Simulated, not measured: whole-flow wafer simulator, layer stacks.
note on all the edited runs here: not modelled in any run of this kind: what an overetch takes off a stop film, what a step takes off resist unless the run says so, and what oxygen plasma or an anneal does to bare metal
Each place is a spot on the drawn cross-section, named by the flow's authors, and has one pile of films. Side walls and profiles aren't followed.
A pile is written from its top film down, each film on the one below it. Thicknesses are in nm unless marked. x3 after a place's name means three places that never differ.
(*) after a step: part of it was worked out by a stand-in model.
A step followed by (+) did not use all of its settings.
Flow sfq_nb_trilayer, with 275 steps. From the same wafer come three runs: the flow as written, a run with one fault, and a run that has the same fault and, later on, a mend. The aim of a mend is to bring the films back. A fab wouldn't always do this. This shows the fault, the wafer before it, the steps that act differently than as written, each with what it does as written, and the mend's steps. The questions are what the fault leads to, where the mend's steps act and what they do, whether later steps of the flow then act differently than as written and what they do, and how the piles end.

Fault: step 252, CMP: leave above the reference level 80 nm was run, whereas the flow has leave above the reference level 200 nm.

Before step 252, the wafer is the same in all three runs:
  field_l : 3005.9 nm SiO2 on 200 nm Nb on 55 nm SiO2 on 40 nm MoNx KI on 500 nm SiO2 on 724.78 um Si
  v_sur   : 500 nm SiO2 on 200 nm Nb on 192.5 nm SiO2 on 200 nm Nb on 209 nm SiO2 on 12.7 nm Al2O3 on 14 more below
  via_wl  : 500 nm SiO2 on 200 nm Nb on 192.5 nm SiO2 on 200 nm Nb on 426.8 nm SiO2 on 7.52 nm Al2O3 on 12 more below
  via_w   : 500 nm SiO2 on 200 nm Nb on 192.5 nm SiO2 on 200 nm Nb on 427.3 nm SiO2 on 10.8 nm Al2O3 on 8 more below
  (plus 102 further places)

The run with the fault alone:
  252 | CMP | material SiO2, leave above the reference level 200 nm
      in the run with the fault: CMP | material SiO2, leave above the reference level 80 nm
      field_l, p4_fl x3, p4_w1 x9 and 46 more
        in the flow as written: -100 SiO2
        in the run with the fault: -220 SiO2
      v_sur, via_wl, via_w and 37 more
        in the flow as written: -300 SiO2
        in the run with the fault: -420 SiO2
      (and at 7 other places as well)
  Steps further on in the flow that do not act as written (not shown: 2 more steps that differ only slightly, by at most 2% or 0.5 nm, whichever is larger):
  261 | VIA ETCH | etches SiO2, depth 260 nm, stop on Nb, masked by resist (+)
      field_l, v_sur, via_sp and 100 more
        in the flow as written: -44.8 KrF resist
        in the run with the fault: -20.6 KrF resist
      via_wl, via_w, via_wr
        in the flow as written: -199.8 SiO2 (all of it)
        in the run with the fault: -79.8 SiO2 (all of it)
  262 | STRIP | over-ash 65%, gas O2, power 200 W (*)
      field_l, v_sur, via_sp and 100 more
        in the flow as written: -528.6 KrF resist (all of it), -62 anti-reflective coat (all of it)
        in the run with the fault: -552.8 KrF resist (all of it), -62 anti-reflective coat (all of it)
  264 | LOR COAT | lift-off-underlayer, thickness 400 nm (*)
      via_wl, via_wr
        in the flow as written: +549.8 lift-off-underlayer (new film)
        in the run with the fault: +459.9 lift-off-underlayer (new film)
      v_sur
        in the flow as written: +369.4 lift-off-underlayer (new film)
        in the run with the fault: +387.8 lift-off-underlayer (new film)
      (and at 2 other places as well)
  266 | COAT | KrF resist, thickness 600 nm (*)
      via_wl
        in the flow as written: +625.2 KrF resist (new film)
        in the run with the fault: +610.1 KrF resist (new film)
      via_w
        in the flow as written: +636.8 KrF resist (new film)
        in the run with the fault: +614.7 KrF resist (new film)
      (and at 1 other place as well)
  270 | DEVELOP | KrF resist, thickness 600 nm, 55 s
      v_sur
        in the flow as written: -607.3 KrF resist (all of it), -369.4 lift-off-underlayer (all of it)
        in the run with the fault: -602.2 KrF resist (all of it), -387.8 lift-off-underlayer (all of it)
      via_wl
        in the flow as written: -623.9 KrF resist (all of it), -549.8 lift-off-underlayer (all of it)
        in the run with the fault: -608.8 KrF resist (all of it), -459.9 lift-off-underlayer (all of it)
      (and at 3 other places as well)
  At field_l, v_sur, via_sp and 100 more, the piles at the end differ from the flow's by more than 2% or 0.5 nm, whichever is larger.
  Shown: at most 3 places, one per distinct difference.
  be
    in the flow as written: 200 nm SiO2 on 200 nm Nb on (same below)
    in the run with the fault: 80 nm SiO2 on 200 nm Nb on (same below)
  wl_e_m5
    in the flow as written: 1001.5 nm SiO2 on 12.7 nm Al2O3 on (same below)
    in the run with the fault: 881.5 nm SiO2 on 12.7 nm Al2O3 on (same below)
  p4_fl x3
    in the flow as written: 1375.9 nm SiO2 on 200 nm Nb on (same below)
    in the run with the fault: 1255.9 nm SiO2 on 200 nm Nb on (same below)

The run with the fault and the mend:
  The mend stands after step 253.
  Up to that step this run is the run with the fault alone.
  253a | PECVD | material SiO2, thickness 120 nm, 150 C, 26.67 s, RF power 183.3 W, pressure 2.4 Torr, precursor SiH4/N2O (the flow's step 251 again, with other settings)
      field_l, v_sur, via_wl and 103 more
        +120 SiO2
  Every later step of the flow that is run acts as written at every place that is followed.
  By the end, the piles equal the flow's at every place that both follow.
